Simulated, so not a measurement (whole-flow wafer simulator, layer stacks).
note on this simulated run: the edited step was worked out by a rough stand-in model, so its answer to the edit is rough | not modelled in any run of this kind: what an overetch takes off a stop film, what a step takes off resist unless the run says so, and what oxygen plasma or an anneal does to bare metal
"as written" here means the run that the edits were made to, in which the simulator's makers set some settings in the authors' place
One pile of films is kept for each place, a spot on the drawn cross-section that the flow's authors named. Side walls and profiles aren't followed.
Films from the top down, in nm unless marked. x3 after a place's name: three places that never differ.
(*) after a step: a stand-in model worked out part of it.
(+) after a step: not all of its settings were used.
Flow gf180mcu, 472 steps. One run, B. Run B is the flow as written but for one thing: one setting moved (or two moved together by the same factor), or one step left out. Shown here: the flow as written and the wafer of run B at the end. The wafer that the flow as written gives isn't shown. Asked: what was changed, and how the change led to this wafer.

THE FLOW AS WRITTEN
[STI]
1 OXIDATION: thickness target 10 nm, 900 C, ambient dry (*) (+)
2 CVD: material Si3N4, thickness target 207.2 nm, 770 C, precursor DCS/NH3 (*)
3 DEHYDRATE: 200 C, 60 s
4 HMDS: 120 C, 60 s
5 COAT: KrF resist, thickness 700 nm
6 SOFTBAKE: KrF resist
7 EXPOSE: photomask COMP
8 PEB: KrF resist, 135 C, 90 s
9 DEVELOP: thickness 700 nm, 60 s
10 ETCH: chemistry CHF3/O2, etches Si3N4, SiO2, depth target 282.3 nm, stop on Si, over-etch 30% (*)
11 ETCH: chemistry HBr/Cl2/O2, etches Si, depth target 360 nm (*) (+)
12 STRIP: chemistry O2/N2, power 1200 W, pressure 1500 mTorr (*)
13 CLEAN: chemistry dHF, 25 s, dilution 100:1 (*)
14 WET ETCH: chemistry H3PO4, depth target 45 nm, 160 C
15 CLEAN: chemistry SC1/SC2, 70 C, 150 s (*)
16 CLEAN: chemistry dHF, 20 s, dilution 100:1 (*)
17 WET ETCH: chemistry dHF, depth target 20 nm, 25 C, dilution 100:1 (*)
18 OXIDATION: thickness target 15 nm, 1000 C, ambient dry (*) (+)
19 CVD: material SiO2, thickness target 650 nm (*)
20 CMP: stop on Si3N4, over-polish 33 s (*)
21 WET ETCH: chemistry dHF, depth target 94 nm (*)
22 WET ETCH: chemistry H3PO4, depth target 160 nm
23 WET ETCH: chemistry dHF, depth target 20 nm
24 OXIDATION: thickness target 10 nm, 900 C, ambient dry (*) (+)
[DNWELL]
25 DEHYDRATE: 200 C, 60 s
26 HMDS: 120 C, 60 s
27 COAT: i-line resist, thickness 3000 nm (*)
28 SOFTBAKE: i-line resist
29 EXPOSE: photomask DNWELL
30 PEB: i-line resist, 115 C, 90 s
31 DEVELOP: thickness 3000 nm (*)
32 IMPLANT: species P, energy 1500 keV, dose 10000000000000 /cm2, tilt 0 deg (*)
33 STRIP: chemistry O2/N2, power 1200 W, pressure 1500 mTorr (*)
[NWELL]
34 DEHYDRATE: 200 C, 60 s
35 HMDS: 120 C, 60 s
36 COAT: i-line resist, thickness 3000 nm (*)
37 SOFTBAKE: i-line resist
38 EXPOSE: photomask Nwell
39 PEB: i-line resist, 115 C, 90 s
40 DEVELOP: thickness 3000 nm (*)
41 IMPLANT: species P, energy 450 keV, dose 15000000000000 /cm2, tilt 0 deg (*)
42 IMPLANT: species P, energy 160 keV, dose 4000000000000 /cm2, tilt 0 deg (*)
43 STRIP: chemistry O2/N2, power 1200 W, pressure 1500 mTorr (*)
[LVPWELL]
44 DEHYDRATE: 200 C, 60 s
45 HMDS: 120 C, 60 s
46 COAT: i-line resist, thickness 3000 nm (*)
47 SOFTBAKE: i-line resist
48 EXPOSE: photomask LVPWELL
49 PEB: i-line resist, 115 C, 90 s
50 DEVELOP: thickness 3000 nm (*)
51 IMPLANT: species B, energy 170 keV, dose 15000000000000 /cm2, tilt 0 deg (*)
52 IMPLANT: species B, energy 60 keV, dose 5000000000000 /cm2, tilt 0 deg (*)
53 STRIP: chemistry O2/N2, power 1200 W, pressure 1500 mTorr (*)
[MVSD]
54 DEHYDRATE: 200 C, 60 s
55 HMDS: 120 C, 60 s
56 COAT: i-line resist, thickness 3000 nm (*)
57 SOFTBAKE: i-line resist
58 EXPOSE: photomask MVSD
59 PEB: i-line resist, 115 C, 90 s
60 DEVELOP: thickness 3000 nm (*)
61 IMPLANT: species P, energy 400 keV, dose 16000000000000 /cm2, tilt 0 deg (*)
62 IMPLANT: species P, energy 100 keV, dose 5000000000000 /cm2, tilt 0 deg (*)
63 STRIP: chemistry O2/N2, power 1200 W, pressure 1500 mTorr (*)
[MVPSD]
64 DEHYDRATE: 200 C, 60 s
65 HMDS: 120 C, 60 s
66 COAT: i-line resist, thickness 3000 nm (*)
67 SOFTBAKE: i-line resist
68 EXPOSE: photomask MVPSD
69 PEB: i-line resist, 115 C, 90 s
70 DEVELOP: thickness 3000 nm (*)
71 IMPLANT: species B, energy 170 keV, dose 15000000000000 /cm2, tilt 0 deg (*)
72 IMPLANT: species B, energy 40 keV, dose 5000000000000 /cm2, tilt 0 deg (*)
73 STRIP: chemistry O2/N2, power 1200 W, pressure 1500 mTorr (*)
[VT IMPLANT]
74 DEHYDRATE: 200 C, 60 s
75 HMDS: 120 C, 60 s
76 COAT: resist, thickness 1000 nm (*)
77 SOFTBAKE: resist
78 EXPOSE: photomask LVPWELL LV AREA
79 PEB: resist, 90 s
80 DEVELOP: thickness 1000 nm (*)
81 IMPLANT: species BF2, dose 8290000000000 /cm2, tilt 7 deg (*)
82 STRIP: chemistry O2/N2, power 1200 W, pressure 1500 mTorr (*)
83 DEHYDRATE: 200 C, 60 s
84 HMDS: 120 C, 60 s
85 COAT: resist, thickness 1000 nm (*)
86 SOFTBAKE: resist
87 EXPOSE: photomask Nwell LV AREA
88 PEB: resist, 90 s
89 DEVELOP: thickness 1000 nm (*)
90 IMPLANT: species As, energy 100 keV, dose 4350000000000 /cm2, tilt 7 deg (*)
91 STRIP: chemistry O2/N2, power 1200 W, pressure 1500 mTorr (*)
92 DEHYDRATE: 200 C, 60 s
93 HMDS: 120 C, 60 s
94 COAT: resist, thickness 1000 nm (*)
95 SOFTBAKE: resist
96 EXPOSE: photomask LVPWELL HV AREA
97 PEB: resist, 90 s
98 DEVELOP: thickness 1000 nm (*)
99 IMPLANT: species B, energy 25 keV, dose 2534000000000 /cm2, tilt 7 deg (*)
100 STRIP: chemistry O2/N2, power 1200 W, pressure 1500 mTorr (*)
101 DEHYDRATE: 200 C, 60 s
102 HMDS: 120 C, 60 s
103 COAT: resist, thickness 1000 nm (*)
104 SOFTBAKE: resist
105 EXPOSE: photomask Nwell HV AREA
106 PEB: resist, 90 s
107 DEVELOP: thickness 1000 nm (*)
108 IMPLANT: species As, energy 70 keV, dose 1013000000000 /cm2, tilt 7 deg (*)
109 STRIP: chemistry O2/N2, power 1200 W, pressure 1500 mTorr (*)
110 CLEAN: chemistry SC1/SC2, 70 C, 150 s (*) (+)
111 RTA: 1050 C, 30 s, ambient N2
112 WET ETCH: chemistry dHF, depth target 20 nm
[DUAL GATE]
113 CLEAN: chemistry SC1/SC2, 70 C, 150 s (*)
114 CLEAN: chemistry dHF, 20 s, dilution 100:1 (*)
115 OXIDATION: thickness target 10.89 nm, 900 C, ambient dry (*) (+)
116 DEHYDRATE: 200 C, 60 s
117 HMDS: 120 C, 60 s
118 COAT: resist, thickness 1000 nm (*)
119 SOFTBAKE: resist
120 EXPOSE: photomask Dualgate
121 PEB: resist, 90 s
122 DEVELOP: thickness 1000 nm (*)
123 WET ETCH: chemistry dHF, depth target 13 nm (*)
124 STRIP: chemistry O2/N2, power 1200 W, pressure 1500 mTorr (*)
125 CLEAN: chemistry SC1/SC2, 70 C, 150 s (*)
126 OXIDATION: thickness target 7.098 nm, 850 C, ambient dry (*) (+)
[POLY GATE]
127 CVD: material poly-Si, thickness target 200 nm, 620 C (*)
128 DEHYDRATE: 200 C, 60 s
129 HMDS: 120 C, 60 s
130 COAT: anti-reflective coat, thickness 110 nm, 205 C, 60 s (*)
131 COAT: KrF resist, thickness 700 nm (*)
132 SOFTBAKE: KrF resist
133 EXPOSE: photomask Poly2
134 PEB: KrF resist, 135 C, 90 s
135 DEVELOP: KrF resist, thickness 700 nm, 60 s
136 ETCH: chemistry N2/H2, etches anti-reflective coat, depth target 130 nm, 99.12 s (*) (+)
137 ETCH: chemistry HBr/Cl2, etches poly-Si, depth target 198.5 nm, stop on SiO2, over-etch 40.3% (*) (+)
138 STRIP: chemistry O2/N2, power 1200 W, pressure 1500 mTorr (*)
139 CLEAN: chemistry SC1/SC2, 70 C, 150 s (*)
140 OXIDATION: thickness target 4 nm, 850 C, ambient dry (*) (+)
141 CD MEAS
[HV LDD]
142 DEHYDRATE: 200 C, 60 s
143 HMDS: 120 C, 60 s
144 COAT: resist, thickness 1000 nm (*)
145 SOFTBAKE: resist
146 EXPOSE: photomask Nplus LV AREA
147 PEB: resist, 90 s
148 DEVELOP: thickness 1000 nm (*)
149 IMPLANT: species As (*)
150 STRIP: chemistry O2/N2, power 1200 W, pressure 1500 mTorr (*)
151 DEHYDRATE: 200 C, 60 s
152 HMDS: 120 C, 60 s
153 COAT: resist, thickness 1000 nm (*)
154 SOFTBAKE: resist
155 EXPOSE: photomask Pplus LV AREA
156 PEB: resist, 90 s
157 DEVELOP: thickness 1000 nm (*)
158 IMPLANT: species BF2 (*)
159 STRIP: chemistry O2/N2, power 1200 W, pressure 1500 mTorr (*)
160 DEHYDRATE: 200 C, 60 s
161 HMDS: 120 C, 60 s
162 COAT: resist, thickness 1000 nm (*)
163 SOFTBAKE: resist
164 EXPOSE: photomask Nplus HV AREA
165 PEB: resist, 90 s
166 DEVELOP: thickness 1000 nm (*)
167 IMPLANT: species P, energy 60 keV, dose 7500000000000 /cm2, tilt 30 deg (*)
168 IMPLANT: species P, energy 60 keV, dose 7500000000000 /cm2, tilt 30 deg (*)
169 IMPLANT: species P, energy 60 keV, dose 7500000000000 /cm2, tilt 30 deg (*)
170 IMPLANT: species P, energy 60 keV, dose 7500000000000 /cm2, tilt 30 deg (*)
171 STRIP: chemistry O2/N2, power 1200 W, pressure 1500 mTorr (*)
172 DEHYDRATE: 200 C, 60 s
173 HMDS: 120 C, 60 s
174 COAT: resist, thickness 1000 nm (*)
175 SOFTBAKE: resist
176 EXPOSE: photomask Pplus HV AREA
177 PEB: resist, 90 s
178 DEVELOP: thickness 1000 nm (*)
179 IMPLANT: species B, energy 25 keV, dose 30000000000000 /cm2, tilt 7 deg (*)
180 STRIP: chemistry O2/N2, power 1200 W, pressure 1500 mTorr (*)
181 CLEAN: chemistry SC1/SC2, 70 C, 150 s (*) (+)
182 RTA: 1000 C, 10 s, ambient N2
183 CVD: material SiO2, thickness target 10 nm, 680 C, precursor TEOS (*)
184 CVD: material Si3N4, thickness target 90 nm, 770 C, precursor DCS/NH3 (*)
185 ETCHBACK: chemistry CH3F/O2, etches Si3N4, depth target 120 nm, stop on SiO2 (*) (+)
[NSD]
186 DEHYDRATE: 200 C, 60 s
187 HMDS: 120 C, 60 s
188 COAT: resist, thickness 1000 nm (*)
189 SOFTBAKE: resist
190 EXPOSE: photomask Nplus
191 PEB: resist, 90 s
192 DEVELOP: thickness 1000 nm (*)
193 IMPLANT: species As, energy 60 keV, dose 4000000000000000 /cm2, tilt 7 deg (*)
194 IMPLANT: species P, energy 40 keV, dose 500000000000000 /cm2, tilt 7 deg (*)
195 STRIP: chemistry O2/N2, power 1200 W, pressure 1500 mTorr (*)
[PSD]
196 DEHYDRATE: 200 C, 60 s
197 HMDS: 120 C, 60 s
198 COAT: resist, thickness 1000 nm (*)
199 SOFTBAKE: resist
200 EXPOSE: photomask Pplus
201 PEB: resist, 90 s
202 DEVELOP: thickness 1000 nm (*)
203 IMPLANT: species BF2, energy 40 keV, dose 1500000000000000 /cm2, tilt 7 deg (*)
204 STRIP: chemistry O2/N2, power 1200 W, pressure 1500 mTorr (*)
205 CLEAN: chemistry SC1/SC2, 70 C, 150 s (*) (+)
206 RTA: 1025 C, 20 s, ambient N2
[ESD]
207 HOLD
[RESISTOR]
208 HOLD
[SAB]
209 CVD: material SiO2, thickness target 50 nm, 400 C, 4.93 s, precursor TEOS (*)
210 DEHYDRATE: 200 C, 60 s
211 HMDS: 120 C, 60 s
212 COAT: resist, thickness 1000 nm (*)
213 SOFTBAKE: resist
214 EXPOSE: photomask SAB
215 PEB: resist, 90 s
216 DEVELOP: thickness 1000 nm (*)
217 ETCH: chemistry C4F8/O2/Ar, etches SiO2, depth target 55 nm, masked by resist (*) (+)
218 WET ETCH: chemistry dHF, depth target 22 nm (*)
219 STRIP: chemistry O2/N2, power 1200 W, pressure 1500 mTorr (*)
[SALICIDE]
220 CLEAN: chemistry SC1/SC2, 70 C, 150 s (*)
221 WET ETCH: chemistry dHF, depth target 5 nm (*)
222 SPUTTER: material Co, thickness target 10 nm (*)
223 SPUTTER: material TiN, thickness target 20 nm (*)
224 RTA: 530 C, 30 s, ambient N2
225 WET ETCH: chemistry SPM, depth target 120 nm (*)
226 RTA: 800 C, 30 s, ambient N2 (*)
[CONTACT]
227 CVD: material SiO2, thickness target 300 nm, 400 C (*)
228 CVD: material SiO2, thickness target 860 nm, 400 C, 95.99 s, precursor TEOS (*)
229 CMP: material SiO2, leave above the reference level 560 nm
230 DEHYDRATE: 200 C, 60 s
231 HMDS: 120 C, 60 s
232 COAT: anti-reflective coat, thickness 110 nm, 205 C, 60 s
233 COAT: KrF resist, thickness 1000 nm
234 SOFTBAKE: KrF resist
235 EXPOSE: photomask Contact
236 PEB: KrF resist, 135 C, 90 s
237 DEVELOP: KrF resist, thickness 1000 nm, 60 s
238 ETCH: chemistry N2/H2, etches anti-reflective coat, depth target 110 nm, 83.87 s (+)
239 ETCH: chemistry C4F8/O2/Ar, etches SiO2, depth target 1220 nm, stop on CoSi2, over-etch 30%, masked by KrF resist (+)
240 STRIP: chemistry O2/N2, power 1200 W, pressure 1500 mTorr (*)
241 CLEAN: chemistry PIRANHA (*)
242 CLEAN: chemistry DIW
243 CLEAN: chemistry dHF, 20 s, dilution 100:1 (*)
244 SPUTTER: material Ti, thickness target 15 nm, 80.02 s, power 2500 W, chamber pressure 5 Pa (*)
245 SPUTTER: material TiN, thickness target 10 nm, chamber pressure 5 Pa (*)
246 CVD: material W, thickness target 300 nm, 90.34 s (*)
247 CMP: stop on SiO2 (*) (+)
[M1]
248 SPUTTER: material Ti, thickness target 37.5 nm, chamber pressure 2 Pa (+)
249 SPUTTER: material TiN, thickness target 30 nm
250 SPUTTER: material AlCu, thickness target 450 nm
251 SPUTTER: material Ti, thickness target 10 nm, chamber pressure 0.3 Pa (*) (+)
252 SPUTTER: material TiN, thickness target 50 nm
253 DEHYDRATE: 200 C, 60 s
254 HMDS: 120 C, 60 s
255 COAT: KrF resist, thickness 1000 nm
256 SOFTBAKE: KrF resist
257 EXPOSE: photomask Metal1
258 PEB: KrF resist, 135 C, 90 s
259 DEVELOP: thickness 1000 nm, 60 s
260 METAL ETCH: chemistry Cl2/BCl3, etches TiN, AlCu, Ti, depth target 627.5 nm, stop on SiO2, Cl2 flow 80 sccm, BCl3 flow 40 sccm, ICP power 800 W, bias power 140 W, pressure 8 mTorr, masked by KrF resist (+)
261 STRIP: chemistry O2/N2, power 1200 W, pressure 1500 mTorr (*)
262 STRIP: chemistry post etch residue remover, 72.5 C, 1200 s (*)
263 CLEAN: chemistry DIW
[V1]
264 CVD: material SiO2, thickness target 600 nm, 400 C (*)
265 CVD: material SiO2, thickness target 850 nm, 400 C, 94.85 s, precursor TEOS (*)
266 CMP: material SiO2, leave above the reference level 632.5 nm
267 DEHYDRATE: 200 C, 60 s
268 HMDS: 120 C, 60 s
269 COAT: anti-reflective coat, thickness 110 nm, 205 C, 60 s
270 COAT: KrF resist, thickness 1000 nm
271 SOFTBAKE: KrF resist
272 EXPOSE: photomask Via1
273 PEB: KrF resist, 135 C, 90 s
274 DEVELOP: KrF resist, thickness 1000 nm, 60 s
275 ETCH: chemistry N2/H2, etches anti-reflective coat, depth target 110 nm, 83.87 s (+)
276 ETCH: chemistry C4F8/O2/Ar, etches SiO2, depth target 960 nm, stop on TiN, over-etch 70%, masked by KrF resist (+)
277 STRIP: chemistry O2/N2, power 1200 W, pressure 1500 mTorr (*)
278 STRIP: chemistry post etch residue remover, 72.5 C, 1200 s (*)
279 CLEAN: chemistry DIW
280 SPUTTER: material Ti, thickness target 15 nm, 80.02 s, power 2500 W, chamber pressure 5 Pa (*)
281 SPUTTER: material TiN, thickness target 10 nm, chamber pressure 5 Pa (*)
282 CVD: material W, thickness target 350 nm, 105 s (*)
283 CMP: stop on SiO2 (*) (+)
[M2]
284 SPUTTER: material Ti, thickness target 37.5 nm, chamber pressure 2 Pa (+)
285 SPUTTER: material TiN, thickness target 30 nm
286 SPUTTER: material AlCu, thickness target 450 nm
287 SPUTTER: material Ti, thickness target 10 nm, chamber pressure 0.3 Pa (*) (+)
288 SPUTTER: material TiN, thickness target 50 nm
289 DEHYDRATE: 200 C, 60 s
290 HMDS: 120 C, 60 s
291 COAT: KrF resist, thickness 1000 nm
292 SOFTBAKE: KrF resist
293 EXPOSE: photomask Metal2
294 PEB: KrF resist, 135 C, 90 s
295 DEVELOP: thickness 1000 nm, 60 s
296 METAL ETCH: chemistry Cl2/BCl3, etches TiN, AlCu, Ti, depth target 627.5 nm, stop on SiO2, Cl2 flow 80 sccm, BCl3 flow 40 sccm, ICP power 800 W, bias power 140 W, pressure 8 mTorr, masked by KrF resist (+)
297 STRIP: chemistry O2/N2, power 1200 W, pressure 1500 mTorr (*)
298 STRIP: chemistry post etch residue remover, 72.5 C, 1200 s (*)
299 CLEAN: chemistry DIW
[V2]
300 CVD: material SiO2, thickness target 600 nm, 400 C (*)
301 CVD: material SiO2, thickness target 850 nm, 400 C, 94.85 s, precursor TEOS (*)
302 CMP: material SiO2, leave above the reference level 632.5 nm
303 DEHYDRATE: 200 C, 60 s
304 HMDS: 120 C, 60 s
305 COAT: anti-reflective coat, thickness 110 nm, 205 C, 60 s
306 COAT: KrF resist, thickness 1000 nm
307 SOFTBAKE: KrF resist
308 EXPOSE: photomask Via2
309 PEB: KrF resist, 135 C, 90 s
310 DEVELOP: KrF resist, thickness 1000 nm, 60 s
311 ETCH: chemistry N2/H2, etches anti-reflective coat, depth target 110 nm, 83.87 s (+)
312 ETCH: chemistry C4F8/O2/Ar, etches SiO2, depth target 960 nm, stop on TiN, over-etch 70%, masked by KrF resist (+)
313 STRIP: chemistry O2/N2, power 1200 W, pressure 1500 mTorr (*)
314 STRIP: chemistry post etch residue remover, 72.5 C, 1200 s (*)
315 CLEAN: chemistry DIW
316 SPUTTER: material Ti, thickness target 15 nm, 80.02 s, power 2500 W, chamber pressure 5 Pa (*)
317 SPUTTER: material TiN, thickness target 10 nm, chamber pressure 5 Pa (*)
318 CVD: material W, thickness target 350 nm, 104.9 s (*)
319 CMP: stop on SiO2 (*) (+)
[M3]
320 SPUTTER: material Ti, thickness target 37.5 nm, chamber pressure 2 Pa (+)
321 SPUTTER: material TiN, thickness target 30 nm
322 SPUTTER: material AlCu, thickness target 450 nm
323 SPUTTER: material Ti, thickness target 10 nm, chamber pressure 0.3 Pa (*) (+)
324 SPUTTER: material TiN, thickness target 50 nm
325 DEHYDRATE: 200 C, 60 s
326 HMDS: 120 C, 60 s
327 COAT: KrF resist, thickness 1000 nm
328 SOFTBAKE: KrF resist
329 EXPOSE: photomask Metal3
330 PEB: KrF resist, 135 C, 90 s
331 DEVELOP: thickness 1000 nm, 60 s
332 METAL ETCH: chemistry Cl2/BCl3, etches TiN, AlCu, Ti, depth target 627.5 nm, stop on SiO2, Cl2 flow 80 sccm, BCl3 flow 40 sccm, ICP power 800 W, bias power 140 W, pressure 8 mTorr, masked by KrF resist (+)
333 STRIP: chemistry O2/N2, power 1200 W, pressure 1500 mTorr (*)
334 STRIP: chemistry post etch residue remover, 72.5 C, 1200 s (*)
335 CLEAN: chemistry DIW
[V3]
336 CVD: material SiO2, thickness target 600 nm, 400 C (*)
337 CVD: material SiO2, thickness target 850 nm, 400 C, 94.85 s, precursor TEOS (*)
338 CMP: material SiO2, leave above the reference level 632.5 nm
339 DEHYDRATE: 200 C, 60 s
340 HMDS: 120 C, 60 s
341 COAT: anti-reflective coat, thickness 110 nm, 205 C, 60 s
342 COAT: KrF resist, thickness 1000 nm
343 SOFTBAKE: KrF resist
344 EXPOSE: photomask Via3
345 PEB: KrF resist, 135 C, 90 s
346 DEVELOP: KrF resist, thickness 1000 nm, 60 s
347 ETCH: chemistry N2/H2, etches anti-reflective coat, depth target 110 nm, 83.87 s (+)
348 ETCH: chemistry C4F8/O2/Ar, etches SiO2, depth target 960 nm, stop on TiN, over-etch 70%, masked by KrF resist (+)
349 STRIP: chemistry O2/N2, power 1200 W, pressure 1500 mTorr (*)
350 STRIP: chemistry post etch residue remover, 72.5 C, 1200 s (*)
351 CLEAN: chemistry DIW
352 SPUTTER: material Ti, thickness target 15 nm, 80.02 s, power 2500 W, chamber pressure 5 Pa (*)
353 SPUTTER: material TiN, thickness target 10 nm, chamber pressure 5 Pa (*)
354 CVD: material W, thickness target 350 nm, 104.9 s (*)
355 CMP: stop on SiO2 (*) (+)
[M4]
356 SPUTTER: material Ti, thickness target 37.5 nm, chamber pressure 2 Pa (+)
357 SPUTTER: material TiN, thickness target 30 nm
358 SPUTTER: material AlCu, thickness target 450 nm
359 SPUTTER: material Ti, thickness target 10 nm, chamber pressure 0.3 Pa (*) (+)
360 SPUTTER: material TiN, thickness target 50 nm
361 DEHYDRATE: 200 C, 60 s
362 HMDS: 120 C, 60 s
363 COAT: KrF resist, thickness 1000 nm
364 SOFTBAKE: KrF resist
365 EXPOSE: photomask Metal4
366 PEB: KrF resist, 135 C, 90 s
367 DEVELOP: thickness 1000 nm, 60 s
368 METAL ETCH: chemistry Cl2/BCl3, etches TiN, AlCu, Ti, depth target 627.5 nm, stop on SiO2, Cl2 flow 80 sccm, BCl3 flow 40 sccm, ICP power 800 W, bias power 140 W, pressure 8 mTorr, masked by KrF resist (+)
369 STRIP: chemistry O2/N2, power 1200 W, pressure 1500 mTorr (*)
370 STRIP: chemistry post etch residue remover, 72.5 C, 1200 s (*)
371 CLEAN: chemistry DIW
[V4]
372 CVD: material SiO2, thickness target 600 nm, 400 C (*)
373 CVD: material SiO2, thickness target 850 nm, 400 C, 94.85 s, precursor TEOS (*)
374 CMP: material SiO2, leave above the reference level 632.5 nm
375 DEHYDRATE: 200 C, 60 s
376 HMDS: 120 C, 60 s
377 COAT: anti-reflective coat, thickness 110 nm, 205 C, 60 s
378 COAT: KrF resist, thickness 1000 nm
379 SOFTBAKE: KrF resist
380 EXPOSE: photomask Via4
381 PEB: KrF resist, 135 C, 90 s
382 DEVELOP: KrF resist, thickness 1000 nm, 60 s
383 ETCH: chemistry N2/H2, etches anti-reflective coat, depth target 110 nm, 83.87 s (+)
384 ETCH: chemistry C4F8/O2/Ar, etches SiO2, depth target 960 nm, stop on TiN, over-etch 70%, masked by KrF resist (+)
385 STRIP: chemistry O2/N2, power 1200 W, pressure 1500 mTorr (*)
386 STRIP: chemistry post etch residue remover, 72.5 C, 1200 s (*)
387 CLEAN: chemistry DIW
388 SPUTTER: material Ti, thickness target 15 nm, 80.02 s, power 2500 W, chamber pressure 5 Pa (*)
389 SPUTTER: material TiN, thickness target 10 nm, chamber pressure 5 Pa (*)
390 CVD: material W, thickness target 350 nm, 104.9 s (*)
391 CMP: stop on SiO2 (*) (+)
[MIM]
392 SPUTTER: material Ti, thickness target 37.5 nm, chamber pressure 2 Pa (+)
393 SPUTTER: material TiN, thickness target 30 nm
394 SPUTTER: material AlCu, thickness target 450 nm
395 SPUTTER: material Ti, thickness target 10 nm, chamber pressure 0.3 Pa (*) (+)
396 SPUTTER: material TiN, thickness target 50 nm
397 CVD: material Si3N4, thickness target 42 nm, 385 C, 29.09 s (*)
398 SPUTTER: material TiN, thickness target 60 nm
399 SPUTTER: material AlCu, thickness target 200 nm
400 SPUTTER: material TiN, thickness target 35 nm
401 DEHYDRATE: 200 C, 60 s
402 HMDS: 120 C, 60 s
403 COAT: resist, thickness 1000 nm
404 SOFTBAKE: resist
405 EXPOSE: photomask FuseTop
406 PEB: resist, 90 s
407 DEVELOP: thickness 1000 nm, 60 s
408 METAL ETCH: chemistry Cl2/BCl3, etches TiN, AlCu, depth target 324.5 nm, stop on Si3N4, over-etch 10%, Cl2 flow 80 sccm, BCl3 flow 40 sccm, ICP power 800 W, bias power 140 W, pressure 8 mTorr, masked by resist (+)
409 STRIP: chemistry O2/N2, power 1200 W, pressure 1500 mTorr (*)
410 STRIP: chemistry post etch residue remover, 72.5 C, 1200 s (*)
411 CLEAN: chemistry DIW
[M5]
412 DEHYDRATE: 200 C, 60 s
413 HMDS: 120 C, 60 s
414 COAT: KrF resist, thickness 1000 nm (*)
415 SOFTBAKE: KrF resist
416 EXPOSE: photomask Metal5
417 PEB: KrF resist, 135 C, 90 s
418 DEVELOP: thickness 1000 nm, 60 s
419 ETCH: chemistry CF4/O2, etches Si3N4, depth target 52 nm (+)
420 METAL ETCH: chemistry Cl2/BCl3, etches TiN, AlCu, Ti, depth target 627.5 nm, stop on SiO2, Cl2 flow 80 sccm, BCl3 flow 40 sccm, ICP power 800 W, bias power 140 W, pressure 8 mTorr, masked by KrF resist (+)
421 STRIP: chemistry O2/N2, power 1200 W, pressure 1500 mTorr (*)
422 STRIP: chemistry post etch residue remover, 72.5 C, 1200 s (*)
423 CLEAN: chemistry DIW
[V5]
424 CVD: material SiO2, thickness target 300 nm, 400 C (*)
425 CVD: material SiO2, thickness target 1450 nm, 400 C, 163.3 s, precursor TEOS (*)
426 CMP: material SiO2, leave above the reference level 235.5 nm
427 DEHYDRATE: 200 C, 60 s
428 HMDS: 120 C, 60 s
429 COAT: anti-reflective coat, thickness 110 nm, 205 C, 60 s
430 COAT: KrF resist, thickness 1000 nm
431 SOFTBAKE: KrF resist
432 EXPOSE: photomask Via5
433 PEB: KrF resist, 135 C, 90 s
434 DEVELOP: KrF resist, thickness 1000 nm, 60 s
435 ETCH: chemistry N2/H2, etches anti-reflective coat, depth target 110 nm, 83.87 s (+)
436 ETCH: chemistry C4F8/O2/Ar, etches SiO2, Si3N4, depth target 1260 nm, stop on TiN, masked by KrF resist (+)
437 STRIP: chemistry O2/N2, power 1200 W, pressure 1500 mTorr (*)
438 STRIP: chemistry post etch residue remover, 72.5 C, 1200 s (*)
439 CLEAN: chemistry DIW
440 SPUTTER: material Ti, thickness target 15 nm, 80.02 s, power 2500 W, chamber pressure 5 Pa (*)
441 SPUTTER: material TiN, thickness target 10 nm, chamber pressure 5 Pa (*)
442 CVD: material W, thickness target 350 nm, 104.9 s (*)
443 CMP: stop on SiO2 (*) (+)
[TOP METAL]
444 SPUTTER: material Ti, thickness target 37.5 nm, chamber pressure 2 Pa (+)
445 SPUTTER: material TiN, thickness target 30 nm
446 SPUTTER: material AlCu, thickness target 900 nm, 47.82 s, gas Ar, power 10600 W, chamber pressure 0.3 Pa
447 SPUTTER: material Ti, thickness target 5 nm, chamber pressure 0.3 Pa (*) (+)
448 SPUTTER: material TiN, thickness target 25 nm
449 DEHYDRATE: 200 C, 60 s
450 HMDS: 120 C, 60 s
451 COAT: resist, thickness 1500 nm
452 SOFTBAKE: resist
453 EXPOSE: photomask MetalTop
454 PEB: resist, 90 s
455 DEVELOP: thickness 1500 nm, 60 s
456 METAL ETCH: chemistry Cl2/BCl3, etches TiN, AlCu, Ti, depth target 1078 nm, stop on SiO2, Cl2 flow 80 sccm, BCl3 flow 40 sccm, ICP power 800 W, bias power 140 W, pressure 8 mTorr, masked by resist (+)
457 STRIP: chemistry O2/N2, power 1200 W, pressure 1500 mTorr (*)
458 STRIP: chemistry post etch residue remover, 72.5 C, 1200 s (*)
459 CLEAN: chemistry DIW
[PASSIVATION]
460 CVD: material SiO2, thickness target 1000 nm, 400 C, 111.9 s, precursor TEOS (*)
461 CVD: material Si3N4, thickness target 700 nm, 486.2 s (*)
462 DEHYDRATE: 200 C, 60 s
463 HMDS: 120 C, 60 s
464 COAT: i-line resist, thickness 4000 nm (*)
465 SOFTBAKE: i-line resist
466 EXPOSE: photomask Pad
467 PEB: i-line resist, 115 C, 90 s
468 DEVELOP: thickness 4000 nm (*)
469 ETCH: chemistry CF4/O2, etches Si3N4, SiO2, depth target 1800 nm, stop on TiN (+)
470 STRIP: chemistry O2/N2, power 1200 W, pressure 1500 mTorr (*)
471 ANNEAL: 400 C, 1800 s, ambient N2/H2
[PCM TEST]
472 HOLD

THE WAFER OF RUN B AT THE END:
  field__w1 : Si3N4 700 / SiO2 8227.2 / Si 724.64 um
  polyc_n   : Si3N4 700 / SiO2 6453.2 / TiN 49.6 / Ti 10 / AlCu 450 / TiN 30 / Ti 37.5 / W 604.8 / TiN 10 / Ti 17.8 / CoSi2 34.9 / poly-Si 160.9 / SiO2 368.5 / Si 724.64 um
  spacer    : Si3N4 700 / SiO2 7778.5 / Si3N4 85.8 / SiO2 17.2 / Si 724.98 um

The cause: step 244, SPUTTER: chamber pressure 4.4 Pa was run, where the flow has chamber pressure 5 Pa.

How the change led to this, step by step:
  244 SPUTTER: material Ti, thickness target 15 nm, 80.02 s, power 2500 W, chamber pressure 5 Pa (*)
      field, field__w1, field__w2 and 107 more: Ti +17.8 (new film) (as written it would be: Ti +15 (new film))
      contact: Ti +9.89 (new film) (as written it would be: Ti +8.55 (new film))
  247 CMP: stop on SiO2 (*) (+)
      field, field__w1, field__w2 and 105 more: W -300 (all of it), TiN -10 (all of it), Ti -17.8 (all of it), SiO2 -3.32 (as written it would be: W -300 (all of it), TiN -10 (all of it), Ti -15 (all of it), SiO2 -3.29)
